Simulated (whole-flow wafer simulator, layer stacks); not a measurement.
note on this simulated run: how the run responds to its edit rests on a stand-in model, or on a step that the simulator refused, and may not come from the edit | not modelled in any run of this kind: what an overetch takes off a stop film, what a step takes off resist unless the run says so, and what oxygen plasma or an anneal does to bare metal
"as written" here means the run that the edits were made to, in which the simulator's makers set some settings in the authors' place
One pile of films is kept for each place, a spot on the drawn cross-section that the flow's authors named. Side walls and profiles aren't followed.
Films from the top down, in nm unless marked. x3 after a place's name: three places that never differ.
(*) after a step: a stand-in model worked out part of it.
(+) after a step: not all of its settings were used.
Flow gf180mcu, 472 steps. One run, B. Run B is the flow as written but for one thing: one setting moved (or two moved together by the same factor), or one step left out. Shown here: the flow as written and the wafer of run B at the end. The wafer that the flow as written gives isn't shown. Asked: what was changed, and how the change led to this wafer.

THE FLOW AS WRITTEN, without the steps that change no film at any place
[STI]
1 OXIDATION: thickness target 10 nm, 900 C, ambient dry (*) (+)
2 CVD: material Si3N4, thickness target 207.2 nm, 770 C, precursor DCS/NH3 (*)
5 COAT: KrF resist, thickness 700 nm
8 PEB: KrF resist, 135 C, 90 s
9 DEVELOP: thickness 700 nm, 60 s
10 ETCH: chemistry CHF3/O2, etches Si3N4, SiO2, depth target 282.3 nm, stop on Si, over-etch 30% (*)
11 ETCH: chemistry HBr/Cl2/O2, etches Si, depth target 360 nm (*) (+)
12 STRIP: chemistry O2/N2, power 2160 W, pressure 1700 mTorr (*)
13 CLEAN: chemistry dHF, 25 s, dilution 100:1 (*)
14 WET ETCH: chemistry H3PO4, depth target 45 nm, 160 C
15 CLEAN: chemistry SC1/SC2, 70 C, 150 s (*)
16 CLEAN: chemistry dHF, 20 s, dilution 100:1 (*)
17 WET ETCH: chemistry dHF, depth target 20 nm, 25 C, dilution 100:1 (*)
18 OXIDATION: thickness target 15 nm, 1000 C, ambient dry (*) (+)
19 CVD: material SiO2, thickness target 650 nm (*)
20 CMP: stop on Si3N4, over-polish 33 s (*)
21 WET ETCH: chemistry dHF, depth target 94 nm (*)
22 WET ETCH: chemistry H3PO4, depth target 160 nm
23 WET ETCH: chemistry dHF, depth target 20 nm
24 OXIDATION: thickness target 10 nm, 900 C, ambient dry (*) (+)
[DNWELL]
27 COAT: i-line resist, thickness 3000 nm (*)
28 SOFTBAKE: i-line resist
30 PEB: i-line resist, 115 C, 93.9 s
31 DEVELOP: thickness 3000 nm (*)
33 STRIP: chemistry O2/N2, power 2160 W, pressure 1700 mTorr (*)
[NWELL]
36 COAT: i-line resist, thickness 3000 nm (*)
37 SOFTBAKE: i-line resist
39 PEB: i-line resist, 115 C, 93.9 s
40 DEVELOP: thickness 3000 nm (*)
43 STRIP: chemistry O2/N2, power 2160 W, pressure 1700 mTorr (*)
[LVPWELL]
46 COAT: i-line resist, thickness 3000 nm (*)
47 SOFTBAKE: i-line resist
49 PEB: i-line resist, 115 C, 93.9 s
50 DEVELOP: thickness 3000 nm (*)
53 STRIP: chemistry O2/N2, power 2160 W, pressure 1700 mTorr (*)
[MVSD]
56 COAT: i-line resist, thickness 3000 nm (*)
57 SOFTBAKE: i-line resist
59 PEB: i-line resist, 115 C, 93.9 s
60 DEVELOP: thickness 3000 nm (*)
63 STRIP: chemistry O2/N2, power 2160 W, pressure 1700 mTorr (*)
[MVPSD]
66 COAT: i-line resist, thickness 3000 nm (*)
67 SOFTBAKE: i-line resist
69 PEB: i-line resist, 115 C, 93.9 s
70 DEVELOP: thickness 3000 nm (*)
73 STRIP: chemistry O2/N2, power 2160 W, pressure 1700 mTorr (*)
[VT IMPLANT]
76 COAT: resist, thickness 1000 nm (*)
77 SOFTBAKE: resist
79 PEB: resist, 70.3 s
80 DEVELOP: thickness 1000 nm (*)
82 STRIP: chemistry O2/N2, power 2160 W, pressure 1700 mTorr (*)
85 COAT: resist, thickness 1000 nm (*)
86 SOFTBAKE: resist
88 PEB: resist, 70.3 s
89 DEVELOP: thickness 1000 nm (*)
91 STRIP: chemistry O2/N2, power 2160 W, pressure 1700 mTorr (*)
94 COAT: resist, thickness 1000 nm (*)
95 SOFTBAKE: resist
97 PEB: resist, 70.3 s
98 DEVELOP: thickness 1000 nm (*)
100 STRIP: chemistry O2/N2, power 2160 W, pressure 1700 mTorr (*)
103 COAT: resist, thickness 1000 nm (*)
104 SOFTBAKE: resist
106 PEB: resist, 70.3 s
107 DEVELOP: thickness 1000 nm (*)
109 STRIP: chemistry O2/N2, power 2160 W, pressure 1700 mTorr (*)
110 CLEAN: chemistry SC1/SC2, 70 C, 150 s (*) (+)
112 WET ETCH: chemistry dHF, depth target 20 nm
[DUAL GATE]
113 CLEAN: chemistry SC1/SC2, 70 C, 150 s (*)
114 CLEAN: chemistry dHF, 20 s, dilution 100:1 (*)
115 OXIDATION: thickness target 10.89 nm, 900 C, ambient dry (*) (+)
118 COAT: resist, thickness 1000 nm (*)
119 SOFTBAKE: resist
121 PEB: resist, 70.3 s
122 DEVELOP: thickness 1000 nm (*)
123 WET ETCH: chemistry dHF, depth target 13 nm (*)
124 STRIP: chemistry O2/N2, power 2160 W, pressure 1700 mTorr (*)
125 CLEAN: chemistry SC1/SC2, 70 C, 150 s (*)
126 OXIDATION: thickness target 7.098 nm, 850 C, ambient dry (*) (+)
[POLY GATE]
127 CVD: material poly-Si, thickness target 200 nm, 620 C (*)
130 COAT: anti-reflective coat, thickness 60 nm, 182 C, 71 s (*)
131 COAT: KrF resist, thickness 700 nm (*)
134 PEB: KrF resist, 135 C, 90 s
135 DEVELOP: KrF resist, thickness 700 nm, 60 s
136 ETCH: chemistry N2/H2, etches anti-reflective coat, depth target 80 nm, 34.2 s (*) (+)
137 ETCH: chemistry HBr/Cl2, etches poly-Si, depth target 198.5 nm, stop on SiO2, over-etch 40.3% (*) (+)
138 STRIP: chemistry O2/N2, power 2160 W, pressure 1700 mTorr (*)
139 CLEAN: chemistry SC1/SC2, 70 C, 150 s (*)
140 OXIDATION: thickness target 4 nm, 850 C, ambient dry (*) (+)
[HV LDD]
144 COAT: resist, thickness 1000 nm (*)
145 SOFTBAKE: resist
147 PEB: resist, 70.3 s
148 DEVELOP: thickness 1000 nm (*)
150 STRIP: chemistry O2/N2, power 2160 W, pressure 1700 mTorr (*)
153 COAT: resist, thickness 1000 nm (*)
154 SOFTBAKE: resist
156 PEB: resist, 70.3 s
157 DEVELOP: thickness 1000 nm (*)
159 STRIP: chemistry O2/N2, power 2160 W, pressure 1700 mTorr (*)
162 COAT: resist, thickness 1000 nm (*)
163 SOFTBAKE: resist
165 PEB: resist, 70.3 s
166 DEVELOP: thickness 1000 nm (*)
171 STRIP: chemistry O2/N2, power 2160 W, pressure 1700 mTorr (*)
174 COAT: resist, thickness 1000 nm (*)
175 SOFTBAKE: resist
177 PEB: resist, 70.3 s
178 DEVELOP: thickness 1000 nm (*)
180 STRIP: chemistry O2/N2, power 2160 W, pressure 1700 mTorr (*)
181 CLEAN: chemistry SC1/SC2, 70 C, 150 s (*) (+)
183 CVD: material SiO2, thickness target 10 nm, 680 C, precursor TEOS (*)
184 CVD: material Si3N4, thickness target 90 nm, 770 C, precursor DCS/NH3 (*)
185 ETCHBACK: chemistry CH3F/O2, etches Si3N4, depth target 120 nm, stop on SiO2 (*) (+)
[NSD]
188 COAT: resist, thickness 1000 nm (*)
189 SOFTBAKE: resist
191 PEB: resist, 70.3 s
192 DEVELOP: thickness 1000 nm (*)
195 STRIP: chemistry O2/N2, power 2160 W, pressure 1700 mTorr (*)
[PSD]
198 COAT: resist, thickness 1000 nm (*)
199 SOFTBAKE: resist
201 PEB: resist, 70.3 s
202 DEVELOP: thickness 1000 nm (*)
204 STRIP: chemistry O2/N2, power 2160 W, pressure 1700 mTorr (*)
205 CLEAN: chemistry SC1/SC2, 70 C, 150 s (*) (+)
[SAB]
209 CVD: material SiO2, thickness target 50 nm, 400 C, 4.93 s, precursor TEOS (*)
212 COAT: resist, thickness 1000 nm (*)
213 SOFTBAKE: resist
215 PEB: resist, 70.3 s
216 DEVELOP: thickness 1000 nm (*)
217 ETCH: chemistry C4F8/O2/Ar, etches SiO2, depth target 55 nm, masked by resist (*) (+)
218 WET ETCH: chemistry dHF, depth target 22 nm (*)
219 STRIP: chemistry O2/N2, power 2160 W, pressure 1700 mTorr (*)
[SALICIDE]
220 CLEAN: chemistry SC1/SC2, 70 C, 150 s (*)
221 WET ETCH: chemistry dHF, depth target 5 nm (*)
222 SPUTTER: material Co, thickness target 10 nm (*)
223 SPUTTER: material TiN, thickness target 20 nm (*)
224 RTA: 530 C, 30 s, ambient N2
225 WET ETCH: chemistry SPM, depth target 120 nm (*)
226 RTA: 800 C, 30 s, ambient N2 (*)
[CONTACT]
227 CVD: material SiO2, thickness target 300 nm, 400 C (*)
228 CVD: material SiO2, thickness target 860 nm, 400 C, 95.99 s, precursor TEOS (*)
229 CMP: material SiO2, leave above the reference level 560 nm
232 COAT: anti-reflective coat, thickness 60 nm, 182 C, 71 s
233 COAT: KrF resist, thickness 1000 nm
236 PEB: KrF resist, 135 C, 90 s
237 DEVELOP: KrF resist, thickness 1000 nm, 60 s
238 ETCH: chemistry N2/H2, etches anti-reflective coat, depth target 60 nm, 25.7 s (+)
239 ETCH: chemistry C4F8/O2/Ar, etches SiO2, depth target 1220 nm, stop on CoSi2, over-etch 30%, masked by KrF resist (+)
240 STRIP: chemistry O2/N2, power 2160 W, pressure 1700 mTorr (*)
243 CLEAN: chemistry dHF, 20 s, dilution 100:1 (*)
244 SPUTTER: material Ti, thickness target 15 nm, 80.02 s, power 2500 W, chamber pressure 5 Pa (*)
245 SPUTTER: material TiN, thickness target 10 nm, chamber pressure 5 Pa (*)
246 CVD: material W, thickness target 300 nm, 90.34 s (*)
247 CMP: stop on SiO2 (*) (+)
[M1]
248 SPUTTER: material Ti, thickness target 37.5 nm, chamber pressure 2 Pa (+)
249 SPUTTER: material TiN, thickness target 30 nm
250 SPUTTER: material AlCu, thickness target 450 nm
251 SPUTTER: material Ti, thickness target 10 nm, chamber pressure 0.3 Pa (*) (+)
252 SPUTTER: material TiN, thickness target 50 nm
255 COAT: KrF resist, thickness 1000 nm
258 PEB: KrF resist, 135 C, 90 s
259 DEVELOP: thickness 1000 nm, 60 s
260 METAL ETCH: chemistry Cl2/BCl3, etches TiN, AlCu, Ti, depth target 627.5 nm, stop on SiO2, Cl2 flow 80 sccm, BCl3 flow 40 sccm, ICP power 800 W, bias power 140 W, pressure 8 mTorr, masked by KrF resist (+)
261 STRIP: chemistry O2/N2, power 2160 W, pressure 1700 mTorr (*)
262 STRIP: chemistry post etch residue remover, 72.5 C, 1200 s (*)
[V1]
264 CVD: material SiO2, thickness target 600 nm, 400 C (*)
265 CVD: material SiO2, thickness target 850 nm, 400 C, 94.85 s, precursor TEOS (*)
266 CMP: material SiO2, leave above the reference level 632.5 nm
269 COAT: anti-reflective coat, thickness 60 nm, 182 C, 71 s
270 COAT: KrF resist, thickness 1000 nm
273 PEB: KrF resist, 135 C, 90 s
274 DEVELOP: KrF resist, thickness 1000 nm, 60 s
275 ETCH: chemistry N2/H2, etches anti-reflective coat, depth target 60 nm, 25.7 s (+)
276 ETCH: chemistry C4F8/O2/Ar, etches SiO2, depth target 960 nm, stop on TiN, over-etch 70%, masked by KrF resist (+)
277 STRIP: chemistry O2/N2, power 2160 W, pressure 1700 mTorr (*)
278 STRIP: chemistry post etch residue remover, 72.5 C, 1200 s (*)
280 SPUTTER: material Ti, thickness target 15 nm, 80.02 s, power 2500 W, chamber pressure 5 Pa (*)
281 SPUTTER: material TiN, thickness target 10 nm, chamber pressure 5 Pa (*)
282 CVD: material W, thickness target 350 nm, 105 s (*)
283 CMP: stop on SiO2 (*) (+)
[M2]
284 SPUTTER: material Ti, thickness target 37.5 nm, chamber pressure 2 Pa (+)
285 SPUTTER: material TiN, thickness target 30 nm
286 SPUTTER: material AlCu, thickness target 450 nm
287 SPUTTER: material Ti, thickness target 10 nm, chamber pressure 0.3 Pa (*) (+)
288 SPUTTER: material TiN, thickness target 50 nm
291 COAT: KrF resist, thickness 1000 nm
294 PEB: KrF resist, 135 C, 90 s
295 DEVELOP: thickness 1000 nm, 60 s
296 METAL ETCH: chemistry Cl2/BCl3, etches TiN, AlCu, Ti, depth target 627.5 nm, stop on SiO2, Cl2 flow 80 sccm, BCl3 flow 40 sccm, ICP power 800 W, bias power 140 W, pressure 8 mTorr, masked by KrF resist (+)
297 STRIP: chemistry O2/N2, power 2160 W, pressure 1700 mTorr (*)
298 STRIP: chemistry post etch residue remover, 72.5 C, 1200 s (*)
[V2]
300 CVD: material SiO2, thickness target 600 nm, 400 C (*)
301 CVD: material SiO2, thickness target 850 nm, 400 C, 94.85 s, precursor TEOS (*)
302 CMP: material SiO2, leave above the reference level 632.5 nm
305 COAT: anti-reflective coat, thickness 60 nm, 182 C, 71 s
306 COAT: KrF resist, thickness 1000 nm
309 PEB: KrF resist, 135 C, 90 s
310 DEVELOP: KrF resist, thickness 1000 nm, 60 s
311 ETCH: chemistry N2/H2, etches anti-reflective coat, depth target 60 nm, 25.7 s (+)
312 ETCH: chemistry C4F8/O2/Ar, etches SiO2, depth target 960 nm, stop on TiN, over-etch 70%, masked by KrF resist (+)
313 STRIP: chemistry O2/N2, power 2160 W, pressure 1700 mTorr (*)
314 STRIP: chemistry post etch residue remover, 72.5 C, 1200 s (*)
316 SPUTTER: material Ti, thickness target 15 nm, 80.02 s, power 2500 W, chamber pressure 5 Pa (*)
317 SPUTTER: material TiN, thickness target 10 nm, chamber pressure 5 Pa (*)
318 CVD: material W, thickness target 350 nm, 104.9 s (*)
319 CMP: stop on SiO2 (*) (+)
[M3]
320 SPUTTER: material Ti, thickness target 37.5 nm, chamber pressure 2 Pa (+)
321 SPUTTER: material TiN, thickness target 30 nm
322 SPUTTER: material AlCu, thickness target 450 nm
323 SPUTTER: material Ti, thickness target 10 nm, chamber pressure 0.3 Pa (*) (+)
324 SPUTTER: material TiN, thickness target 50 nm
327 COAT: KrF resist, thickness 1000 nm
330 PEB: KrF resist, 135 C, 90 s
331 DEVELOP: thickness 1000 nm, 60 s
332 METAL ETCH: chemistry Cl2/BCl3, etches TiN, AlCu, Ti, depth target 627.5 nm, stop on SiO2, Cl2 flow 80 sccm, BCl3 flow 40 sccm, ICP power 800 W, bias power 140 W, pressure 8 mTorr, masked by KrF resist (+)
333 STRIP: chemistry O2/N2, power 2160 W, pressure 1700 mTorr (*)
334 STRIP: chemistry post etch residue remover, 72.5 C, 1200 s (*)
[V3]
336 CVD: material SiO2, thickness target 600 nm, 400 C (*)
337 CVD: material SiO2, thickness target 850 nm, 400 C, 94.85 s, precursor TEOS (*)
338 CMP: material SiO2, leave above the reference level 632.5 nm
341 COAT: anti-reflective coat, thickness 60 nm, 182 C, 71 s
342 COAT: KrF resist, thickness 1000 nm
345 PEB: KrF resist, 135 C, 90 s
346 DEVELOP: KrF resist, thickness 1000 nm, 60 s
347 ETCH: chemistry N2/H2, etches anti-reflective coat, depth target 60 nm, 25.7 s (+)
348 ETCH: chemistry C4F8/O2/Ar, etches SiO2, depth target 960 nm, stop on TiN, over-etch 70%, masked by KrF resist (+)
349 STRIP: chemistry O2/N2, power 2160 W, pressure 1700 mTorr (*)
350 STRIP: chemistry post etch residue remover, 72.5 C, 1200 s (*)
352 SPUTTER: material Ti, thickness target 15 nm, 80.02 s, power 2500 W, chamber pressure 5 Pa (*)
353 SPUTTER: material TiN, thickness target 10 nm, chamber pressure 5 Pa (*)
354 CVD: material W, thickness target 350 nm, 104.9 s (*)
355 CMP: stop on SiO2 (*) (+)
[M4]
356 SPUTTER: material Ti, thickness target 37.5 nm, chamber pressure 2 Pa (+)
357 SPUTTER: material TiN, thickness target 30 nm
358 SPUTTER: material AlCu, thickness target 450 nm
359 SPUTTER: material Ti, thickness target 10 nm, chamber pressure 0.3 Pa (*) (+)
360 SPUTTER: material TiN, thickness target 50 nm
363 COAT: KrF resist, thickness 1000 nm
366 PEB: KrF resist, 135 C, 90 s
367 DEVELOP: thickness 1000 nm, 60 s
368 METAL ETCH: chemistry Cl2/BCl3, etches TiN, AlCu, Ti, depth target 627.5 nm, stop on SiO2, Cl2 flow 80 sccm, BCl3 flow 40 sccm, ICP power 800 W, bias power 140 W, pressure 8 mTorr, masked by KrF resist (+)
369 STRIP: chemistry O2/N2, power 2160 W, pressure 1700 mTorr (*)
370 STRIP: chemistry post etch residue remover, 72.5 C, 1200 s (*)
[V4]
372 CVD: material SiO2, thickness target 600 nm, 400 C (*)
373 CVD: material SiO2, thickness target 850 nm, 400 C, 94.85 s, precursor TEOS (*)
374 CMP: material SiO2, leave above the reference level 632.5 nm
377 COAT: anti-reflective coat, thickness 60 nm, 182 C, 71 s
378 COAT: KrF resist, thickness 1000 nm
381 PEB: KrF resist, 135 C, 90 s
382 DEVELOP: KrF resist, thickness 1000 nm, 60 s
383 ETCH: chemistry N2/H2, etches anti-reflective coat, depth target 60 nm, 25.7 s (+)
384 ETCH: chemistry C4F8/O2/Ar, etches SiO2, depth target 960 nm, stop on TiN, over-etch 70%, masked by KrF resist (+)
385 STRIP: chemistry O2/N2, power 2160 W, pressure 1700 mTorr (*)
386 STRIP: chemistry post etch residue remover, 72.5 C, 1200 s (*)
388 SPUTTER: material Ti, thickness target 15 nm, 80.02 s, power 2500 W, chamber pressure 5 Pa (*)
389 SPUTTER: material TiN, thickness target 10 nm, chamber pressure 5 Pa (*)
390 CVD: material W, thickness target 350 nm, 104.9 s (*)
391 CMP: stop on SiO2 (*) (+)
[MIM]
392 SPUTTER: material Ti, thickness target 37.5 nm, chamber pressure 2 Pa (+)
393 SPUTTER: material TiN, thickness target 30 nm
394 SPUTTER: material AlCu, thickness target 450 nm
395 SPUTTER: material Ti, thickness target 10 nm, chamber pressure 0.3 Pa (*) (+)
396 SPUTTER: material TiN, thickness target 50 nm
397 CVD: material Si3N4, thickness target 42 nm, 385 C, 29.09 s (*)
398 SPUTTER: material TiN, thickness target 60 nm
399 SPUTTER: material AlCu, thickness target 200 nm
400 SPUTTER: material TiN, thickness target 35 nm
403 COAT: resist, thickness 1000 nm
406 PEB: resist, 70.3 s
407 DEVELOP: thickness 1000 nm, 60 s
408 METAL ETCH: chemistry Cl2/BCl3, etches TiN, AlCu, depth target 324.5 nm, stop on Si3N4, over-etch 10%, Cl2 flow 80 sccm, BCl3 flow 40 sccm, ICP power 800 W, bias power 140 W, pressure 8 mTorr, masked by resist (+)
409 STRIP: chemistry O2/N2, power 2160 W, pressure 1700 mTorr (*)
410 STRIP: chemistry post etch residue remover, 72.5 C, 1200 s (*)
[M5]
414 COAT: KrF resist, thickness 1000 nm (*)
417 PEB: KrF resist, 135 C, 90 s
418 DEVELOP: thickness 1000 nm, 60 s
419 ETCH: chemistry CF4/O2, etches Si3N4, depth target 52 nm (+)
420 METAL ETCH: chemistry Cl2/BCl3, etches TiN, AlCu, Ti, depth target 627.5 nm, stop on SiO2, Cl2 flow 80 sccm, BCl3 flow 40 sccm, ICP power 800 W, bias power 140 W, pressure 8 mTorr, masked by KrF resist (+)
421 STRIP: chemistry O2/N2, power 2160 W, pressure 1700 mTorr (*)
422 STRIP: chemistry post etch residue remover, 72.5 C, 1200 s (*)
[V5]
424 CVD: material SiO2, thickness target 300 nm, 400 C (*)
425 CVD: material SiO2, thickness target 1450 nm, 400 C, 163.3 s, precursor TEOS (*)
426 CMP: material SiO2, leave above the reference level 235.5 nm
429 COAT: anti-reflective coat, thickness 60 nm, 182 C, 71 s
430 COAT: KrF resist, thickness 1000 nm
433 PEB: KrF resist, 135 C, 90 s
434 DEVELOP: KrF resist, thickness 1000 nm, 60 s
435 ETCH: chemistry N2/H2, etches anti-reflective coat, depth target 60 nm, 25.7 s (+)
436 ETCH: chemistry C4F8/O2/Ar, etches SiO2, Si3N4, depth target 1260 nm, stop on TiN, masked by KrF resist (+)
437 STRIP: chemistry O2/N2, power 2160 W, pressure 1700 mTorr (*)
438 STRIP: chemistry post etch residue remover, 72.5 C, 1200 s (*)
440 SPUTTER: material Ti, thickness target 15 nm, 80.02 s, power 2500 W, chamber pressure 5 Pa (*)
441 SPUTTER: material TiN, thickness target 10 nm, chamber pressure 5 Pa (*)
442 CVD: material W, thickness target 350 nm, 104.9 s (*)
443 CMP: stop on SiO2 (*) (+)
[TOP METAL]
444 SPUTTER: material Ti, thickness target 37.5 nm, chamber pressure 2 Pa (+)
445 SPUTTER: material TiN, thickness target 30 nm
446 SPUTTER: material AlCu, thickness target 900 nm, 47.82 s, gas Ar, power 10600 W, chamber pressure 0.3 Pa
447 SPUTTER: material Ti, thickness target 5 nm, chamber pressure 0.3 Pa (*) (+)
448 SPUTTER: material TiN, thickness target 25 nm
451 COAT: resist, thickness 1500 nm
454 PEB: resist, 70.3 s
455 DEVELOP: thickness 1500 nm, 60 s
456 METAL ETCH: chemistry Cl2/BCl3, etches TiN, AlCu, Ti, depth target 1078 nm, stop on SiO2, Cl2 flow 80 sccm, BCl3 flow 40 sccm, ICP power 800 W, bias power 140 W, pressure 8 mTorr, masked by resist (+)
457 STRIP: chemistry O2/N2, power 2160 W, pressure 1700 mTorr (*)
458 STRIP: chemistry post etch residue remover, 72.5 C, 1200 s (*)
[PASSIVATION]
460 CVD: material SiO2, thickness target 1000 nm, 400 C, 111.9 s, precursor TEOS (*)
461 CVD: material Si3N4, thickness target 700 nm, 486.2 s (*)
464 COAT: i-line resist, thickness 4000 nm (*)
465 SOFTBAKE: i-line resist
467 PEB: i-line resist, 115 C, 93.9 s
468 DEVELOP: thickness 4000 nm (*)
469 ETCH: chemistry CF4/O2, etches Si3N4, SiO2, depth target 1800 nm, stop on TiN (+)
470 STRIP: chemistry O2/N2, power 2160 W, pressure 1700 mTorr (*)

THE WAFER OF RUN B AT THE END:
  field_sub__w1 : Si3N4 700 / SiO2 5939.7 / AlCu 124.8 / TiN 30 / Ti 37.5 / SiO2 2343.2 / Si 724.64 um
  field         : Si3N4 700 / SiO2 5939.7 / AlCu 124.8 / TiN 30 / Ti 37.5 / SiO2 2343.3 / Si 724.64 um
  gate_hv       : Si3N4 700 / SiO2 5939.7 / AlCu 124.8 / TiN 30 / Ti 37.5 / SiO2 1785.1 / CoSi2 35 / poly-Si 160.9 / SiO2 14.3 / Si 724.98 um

The cause: step 286, SPUTTER: thickness target 698 nm was run, where the flow has thickness target 450 nm.

How the change led to this, step by step:
  286 SPUTTER: material AlCu, thickness target 450 nm
      field, field__w1, field__w2 and 108 more: AlCu +698 (new film) (as written it would be: AlCu +450 (new film))
  296 METAL ETCH: chemistry Cl2/BCl3, etches TiN, AlCu, Ti, depth target 627.5 nm, stop on SiO2, Cl2 flow 80 sccm, BCl3 flow 40 sccm, ICP power 800 W, bias power 140 W, pressure 8 mTorr, masked by KrF resist (+)
      field, field__w1, field__w2 and 103 more: TiN -50 (all of it), Ti -10 (all of it), AlCu -567.5 (as written it would be: TiN -50 (all of it), Ti -10 (all of it), AlCu -450 (all of it), TiN -30 (all of it), Ti -37.5 (all of it))
  298 STRIP: chemistry post etch residue remover, 72.5 C, 1200 s (*)
      field, field__w1, field__w2 and 103 more: AlCu -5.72 (as written it would be: nothing)
  300 CVD: material SiO2, thickness target 600 nm, 400 C (*)
      field, field__w1, field__w2 and 103 more: SiO2 +600 (new film) (as written it would be: SiO2 +600)
  302 CMP: material SiO2, leave above the reference level 632.5 nm
      field, field__w1, field__w2 and 103 more: SiO2 -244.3 (as written it would be: SiO2 -300)
Counting metal films that touch as one body, field_sub__w1 has 1 body; the flow as written gives 0 bodies.
Counting metal films that touch as one body, field has 1 body; the flow as written gives 0 bodies.
Counting metal films that touch as one body, gate_hv has 2 bodies (between them, from the top down: SiO2 1785.1); the flow as written gives 1 body.
